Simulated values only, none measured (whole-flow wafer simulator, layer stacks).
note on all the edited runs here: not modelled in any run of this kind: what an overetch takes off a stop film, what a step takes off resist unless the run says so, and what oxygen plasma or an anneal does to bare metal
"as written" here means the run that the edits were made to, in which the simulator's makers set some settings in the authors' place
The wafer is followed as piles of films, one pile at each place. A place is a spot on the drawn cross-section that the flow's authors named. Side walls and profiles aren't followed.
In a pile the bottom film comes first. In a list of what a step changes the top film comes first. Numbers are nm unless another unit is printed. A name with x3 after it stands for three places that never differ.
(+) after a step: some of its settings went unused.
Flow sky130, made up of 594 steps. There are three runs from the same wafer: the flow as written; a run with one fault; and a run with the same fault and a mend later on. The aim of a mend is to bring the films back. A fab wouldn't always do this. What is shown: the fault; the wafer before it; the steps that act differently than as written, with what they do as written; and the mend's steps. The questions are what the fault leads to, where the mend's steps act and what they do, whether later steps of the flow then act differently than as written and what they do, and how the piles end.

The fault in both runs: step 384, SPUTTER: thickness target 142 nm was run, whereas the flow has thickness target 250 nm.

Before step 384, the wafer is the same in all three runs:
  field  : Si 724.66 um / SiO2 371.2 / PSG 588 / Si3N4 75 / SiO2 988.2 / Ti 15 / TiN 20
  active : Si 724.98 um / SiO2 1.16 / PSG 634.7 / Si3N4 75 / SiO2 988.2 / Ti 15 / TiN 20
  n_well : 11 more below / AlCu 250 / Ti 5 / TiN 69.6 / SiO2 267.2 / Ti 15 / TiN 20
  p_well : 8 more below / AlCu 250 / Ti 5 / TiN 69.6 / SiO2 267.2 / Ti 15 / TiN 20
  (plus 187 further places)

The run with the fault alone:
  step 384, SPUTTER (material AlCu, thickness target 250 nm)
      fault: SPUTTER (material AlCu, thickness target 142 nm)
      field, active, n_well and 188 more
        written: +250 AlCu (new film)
        fault: +142 AlCu (new film)
  Later steps of the flow acting differently than as written (not shown: 4 more steps that differ only slightly, by at most 2% or 0.5 nm, whichever is larger):
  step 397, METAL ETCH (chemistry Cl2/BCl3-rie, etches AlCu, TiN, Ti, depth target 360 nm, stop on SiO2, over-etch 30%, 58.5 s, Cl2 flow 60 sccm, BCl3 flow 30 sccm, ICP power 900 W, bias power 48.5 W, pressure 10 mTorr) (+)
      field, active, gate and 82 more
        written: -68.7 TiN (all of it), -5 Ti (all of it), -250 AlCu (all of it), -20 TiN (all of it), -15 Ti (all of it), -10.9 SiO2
        fault: -68.7 TiN (all of it), -5 Ti (all of it), -142 AlCu (all of it), -20 TiN (all of it), -15 Ti (all of it), -21.7 SiO2
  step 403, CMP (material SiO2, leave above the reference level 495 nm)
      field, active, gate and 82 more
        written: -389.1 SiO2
        fault: -486.3 SiO2
  By the end, the piles at field, active, n_well and 190 more depart from the flow's by more than 2% or 0.5 nm, whichever is larger.
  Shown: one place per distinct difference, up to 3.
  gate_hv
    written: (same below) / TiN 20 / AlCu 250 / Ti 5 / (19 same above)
    fault: (same below) / TiN 20 / AlCu 142 / Ti 5 / (19 same above)
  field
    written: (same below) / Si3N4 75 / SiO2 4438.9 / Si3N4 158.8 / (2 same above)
    fault: (same below) / Si3N4 75 / SiO2 4330.9 / Si3N4 158.8 / (2 same above)
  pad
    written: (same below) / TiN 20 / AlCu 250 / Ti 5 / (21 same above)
    fault: (same below) / TiN 20 / AlCu 142 / Ti 5 / (21 same above)

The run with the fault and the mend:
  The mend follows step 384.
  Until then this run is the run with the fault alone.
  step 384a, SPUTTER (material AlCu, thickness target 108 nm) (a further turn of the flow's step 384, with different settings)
      field, active, n_well and 188 more
        +108 AlCu
  Later steps of the flow that are run all act as written at every place that is followed.
  By the end, the piles equal the flow's at every place that both follow.
